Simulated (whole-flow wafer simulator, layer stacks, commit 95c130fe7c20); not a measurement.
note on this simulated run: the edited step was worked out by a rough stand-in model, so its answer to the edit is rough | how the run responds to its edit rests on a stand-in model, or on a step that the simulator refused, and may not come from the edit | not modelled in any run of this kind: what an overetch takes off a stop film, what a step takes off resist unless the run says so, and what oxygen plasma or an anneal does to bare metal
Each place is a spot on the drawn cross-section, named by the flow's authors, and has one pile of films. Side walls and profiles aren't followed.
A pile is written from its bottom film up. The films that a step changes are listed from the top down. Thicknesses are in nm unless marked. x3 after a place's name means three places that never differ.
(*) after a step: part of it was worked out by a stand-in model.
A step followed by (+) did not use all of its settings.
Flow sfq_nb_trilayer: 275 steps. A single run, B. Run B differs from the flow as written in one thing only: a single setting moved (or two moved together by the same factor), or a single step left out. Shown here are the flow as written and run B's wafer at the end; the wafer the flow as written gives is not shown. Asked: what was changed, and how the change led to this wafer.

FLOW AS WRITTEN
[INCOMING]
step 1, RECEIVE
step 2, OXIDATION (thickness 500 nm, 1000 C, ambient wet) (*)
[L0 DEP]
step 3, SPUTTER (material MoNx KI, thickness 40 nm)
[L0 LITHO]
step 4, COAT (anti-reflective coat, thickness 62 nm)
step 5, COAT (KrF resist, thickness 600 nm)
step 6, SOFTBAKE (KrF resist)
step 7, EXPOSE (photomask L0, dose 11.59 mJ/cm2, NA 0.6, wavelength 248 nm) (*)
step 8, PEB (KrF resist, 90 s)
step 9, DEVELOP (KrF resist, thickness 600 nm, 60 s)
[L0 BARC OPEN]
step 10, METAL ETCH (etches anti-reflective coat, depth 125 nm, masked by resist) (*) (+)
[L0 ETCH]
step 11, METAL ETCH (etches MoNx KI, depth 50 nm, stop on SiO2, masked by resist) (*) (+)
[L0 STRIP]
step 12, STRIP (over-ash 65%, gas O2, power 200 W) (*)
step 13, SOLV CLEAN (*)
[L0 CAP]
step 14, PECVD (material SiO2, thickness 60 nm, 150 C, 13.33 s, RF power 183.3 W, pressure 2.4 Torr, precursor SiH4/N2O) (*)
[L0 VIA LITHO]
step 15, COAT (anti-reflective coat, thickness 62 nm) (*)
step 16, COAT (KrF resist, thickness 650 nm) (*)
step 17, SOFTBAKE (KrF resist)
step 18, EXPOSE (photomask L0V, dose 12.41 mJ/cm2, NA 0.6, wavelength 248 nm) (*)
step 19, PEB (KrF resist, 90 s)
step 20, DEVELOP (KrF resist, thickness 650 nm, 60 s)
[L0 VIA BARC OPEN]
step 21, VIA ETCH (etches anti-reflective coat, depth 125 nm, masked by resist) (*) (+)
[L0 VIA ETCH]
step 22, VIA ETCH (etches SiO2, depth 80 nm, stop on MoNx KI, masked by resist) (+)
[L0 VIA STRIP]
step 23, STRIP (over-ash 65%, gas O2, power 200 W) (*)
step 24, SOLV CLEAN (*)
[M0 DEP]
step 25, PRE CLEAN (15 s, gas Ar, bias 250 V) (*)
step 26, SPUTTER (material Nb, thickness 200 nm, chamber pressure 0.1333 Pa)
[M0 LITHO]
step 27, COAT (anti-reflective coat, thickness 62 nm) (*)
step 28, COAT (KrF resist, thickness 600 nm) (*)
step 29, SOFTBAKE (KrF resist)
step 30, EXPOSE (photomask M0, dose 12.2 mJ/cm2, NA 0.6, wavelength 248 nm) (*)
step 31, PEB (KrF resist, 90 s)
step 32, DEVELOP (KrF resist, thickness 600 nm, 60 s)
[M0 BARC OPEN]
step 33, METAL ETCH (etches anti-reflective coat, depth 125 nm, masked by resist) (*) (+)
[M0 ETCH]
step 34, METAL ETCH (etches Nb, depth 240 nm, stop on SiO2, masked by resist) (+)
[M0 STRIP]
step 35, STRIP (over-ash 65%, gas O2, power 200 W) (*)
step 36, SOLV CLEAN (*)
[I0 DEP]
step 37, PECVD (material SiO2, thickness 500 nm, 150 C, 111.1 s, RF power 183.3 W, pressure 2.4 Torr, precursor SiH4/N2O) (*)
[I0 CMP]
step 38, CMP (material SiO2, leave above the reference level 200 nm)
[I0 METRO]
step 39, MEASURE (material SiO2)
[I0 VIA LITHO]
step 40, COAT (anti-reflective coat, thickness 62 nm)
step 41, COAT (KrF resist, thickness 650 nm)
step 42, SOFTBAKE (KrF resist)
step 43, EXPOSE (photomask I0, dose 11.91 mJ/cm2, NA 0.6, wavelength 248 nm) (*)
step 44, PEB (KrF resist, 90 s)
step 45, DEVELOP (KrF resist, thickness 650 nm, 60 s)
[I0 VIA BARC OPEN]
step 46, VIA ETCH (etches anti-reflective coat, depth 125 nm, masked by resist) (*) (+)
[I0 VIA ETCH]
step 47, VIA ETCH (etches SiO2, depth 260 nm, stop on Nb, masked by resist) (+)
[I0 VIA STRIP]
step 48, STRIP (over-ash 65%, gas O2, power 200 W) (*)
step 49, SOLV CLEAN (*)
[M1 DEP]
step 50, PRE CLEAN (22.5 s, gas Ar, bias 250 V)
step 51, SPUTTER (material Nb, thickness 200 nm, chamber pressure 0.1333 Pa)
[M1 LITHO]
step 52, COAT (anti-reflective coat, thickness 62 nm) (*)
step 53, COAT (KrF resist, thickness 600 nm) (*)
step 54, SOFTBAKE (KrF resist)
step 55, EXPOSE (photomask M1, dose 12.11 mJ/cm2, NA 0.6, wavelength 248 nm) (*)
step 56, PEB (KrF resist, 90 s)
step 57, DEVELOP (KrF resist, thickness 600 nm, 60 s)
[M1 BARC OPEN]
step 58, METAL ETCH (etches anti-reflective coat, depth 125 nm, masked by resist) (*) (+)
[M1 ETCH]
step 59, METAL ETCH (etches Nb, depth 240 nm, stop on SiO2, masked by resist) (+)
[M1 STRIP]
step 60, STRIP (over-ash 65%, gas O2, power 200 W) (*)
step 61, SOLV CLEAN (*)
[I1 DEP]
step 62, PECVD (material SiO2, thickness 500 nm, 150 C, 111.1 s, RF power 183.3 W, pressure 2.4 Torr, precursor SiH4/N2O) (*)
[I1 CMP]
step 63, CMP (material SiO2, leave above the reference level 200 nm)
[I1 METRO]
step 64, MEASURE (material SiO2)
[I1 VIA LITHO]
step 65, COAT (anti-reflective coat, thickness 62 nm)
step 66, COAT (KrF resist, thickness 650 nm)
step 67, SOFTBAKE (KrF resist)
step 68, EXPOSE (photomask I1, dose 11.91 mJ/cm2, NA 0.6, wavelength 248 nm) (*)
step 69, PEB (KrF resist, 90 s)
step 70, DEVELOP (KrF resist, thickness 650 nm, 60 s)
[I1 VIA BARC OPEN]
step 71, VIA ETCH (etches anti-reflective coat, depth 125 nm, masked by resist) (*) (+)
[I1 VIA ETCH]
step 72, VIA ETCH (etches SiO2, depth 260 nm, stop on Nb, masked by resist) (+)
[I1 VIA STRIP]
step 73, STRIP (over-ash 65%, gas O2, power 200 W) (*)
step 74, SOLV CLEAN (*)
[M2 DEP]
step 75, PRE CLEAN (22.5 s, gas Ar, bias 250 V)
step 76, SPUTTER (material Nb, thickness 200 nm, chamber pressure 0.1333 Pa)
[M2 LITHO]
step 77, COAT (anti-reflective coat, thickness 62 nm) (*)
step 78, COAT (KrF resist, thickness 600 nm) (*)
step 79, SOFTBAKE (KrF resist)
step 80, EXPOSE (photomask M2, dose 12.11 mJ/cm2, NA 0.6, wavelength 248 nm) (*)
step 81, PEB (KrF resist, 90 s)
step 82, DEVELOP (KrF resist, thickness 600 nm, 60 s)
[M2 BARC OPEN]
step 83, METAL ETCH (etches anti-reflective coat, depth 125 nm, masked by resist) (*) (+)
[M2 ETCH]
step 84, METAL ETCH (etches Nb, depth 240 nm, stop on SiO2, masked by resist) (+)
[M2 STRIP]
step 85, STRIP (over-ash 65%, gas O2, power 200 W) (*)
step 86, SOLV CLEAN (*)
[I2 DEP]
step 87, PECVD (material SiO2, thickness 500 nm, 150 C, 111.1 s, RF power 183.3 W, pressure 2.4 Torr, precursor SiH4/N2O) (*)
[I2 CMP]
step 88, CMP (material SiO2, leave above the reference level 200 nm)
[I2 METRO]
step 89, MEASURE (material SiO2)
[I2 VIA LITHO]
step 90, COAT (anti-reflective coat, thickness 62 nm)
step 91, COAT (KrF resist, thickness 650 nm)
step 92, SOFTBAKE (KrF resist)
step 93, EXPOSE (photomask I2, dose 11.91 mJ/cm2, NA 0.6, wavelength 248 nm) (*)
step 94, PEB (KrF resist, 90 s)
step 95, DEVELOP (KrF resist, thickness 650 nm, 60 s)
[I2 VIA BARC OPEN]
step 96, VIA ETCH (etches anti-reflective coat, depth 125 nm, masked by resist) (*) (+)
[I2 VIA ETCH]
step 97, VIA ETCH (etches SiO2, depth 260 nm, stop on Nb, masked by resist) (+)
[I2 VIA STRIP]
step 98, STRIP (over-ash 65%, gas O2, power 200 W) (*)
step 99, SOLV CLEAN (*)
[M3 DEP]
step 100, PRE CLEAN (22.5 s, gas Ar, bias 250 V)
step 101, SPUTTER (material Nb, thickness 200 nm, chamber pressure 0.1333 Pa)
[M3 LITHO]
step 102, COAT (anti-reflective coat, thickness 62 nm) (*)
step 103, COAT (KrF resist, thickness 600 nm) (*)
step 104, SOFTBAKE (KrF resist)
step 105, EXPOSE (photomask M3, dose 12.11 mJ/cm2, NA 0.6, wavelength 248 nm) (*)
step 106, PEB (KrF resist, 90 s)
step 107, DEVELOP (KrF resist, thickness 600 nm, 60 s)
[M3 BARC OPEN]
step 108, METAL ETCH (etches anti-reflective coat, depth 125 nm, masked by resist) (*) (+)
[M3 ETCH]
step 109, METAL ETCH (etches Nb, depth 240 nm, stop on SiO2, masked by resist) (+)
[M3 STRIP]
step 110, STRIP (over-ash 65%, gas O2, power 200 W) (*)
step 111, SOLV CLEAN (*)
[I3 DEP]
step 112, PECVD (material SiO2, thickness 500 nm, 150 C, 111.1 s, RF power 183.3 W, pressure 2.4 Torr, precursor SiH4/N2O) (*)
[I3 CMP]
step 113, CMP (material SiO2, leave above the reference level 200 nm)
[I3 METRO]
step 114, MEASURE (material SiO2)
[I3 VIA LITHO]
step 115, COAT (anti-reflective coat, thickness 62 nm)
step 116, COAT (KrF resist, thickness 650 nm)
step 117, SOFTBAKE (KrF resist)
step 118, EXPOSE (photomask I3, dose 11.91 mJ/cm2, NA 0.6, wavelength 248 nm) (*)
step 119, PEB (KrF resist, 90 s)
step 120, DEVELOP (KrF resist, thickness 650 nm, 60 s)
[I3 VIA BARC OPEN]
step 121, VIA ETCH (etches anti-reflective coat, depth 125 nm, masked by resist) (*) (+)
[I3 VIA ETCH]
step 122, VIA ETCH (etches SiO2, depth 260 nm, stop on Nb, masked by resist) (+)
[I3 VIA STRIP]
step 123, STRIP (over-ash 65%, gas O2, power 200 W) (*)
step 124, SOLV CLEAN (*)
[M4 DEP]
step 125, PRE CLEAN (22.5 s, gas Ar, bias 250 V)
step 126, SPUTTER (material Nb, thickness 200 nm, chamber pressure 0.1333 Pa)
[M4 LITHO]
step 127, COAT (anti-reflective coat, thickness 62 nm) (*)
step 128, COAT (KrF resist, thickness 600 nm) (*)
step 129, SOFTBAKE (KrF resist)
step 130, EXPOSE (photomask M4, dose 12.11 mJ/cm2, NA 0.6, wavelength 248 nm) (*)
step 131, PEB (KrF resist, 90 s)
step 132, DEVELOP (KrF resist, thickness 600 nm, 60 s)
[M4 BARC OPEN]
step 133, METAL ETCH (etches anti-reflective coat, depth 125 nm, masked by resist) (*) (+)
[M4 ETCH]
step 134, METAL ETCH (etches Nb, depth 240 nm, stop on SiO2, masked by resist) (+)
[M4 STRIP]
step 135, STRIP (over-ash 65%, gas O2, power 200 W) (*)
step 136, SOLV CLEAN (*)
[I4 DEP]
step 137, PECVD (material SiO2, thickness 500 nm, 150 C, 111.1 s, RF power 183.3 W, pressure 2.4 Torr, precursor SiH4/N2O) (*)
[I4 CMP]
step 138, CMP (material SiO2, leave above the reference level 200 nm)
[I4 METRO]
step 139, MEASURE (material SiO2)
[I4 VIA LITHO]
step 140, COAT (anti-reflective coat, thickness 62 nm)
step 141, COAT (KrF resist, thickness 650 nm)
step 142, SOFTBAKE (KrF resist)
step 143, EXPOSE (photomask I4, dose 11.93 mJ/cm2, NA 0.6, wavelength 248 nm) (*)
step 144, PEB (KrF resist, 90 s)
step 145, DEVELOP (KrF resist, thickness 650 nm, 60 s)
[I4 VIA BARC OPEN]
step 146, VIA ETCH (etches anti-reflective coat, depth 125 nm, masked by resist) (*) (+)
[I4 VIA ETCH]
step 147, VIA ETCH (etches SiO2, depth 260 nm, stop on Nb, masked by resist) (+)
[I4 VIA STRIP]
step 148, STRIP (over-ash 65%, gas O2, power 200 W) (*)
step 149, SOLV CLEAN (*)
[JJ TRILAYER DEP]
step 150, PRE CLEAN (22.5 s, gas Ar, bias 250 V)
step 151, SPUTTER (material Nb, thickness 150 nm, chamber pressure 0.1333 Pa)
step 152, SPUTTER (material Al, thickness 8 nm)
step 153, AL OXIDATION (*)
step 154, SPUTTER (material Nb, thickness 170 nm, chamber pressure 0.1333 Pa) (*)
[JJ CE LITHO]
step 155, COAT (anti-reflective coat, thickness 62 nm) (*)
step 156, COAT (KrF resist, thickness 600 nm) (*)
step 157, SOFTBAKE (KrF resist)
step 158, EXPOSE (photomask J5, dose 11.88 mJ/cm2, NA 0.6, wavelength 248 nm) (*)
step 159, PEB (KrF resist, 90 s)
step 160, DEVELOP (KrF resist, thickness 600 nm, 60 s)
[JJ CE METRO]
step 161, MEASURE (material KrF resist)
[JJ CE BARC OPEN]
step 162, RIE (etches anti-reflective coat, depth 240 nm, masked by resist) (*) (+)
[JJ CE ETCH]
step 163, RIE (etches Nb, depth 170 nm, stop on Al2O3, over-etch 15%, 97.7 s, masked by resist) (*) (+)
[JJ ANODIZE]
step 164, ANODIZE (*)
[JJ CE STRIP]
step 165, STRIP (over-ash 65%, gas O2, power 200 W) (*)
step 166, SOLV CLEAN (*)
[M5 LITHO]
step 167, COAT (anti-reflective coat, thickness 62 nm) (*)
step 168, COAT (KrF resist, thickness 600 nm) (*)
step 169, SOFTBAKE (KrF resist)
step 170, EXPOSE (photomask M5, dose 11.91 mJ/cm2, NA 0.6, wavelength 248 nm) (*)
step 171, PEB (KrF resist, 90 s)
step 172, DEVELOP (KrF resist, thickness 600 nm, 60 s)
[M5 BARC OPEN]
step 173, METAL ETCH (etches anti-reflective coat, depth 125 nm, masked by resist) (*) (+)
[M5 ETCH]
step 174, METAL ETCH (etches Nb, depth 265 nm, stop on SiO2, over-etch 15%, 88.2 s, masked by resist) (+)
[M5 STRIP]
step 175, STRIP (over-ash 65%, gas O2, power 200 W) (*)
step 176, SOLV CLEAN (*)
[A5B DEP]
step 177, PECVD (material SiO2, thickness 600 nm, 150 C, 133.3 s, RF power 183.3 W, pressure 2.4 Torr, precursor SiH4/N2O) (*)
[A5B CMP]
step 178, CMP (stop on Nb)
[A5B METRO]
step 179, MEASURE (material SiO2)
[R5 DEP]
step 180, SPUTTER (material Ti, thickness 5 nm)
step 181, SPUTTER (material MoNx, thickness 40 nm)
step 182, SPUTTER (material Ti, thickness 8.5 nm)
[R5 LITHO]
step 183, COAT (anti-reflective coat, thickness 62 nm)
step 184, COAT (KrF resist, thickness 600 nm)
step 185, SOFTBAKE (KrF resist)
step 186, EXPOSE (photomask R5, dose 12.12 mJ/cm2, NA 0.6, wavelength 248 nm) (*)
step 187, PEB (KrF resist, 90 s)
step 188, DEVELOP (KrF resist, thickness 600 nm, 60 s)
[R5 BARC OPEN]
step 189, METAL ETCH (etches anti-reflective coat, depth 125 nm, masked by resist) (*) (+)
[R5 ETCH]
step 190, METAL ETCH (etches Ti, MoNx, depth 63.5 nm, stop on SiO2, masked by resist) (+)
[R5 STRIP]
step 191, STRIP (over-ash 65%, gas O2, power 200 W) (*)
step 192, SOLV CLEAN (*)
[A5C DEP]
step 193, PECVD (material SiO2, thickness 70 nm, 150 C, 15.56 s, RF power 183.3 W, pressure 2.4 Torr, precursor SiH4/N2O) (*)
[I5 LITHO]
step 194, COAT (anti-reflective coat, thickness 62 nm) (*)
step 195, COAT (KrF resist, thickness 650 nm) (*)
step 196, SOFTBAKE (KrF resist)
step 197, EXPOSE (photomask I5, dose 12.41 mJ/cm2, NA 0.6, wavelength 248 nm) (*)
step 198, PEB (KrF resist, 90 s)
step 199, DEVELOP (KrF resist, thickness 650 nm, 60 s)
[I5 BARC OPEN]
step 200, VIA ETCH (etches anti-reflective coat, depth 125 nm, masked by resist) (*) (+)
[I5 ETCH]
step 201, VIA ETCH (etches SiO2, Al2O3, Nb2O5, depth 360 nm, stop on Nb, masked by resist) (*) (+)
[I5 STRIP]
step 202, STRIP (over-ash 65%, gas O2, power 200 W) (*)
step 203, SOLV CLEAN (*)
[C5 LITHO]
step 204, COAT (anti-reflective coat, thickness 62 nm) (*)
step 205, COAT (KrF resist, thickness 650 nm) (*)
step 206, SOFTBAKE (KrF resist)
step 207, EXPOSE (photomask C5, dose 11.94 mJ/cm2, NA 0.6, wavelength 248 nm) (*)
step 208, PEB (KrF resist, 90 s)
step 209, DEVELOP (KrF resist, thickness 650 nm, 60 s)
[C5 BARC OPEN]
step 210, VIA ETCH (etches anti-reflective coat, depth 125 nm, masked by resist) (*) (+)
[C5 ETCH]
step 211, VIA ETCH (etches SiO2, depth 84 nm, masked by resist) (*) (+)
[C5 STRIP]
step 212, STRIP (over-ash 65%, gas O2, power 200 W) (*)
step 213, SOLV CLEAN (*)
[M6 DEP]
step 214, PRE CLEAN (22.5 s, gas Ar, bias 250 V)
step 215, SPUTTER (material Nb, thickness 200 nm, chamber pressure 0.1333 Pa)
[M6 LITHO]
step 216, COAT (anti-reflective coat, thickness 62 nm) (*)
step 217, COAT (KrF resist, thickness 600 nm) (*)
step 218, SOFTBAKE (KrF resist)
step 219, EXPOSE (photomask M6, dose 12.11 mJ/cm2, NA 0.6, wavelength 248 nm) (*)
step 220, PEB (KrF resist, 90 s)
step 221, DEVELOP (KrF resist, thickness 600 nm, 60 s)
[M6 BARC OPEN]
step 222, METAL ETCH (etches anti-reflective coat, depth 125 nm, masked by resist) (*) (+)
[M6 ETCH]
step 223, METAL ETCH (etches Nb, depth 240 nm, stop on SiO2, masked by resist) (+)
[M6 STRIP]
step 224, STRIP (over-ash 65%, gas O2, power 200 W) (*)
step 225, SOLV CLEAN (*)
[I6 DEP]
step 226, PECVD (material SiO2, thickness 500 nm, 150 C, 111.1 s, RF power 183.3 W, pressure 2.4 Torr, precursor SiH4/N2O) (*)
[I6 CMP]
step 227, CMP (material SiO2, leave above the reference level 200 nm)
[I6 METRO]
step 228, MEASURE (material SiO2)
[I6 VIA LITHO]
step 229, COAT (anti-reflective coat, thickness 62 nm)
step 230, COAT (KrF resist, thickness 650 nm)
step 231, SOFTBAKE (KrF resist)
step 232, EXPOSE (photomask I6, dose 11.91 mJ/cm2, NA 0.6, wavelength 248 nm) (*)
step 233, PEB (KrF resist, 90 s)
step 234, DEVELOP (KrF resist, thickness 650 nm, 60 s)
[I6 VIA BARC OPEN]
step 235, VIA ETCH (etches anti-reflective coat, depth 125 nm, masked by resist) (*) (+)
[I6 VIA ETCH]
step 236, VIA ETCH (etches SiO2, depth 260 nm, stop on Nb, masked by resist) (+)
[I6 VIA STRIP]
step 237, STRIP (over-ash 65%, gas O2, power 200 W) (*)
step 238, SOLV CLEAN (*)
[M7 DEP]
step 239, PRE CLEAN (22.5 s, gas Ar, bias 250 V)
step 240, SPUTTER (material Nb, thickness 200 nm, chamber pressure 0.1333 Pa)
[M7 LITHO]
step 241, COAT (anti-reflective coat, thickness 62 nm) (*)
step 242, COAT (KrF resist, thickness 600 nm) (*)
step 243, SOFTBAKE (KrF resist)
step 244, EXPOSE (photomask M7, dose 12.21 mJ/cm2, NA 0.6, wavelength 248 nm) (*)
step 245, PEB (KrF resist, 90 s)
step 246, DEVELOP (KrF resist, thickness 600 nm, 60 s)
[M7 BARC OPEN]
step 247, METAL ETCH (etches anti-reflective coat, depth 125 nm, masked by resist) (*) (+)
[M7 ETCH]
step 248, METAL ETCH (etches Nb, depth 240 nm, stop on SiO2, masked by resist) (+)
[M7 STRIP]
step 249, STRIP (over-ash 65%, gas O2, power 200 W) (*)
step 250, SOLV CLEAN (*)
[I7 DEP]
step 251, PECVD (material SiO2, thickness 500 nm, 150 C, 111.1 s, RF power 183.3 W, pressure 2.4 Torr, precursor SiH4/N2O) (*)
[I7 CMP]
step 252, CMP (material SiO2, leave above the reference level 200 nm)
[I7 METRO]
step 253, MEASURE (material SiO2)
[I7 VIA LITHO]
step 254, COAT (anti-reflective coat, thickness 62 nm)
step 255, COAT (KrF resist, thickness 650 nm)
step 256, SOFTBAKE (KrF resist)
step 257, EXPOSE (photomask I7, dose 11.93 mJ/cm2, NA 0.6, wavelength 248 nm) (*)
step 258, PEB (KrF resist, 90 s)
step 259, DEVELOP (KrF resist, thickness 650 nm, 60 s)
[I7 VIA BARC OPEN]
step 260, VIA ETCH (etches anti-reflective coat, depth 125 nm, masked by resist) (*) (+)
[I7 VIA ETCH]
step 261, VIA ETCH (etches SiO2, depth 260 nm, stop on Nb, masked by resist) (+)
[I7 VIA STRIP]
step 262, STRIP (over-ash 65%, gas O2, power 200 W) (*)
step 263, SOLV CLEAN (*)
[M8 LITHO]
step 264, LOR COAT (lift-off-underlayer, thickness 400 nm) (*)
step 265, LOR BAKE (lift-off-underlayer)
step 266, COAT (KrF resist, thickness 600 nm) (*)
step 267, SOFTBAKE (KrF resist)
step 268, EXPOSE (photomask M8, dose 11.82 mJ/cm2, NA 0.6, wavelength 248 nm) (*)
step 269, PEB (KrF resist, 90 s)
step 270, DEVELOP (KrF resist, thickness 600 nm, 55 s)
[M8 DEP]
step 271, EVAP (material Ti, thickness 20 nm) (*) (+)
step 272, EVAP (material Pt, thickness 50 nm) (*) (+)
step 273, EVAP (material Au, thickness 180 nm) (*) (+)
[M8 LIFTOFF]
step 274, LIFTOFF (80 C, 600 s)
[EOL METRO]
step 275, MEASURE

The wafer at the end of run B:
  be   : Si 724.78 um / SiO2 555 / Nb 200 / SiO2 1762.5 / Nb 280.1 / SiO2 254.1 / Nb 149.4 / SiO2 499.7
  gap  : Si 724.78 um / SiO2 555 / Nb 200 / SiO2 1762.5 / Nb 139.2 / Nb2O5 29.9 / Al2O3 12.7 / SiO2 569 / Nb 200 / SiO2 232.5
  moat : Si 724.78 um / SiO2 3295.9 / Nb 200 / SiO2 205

What caused this: step 226, PECVD: thickness 400 nm was run, though the flow has thickness 500 nm; step 226, PECVD: 88.89 s was run, where the flow has 111.1 s.

How this came from the change, step by step:
  step 226, PECVD (material SiO2, thickness 500 nm, 150 C, 111.1 s, RF power 183.3 W, pressure 2.4 Torr, precursor SiH4/N2O) (*)
      field_l, p4_fl, p4_fm and 62 more: +400 SiO2 (it would be, as written: +500 SiO2)
      v_sur, via_wl, via_w and 21 more: +400 SiO2 (new film) (it would be, as written: +500 SiO2 (new film))
      (as well as at 17 more places)
  step 227, CMP (material SiO2, leave above the reference level 200 nm)
      field_l, p4_fl, p4_fm and 59 more: nothing (it would be, as written: -100 SiO2)
      moat, field_r, lsp_l, ln_m5, lsp_m: nothing (it would be, as written: -93.6 SiO2)
      (as well as at 39 more places)
  step 229, COAT (anti-reflective coat, thickness 62 nm)
      wire: +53 anti-reflective coat (new film) (it would be, as written: +62 anti-reflective coat (new film))
      be: +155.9 anti-reflective coat (new film) (it would be, as written: +62 anti-reflective coat (new film))
      (as well as at 4 more places)
  step 230, COAT (KrF resist, thickness 650 nm)
      be: +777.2 KrF resist (new film) (it would be, as written: +650 KrF resist (new film))
  step 237, STRIP (over-ash 65%, gas O2, power 200 W) (*)
      wire: -520.3 KrF resist (all of it), -53 anti-reflective coat (all of it) (it would be, as written: -528.6 KrF resist (all of it), -62 anti-reflective coat (all of it))
      be: -656.1 KrF resist (all of it), -155.9 anti-reflective coat (all of it) (it would be, as written: -528.6 KrF resist (all of it), -62 anti-reflective coat (all of it))
      (as well as at 4 more places)
  step 240, SPUTTER (material Nb, thickness 200 nm, chamber pressure 0.1333 Pa)
      be: +149.4 Nb (new film) (it would be, as written: +200 Nb (new film))
  step 241, COAT (anti-reflective coat, thickness 62 nm) (*)
      wire: +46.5 anti-reflective coat (new film) (it would be, as written: +50.3 anti-reflective coat (new film))
      be: +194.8 anti-reflective coat (new film) (it would be, as written: +60.9 anti-reflective coat (new film))
      (as well as at 4 more places)
  step 242, COAT (KrF resist, thickness 600 nm) (*)
      wire: +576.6 KrF resist (new film) (it would be, as written: +591.7 KrF resist (new film))
      be: +726.8 KrF resist (new film) (it would be, as written: +592.4 KrF resist (new film))
      (as well as at 1 more place)
  step 249, STRIP (over-ash 65%, gas O2, power 200 W) (*)
      wire: -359 KrF resist (all of it), -46.5 anti-reflective coat (all of it) (it would be, as written: -374.1 KrF resist (all of it), -50.3 anti-reflective coat (all of it))
      be: -508.9 KrF resist (all of it), -194.8 anti-reflective coat (all of it) (it would be, as written: -374.8 KrF resist (all of it), -60.9 anti-reflective coat (all of it))
      (as well as at 4 more places)
  step 251, PECVD (material SiO2, thickness 500 nm, 150 C, 111.1 s, RF power 183.3 W, pressure 2.4 Torr, precursor SiH4/N2O) (*)
      be: +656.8 SiO2 (new film) (it would be, as written: +500 SiO2 (new film))
  step 252, CMP (material SiO2, leave above the reference level 200 nm)
      field_r, lsp_l: -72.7 SiO2 (it would be, as written: -77.7 SiO2)
      l0_sur, l0v: -81.5 SiO2 (it would be, as written: -87.8 SiO2)
      (as well as at 3 more places)
